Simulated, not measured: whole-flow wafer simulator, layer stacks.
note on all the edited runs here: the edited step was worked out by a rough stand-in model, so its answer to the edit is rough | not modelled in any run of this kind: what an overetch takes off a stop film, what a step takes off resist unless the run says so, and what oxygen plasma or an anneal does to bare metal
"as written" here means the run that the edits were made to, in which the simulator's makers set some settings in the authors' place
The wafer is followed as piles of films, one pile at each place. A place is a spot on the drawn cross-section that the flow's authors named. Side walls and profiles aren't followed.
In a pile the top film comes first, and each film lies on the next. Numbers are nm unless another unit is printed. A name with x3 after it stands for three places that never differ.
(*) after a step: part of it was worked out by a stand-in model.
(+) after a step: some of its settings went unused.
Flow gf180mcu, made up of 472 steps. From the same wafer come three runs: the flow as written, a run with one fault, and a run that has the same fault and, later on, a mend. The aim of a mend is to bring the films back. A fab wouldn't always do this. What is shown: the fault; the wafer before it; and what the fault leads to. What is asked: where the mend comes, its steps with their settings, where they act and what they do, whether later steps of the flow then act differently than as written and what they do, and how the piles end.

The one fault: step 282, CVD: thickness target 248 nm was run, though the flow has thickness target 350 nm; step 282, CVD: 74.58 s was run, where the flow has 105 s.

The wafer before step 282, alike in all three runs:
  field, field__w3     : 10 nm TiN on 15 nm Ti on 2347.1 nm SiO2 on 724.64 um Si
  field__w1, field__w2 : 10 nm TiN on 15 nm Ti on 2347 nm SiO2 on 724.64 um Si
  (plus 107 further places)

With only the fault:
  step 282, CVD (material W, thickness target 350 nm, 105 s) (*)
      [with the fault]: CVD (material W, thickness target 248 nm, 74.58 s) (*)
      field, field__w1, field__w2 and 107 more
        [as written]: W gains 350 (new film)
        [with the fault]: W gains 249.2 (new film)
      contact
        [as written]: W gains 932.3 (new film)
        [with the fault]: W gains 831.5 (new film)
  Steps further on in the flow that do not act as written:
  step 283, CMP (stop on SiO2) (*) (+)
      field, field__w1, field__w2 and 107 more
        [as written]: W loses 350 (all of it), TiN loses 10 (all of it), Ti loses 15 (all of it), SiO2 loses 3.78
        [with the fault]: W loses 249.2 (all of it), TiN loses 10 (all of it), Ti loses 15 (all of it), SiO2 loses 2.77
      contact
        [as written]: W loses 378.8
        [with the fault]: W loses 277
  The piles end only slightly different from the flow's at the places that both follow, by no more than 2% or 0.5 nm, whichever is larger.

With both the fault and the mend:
  After step 282 comes the mend.
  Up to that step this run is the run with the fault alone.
  step 282a, CVD (material W, thickness target 102 nm, 30.61 s) (the flow's step 282 again, with other settings)
      field, field__w1, field__w2 and 108 more
        W gains 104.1
  Every later step of the flow that is run acts as written, at every place that is followed, to within 2% or 0.5 nm, whichever is larger.
  The piles end only slightly different from the flow's at the places that both follow, by no more than 2% or 0.5 nm, whichever is larger.
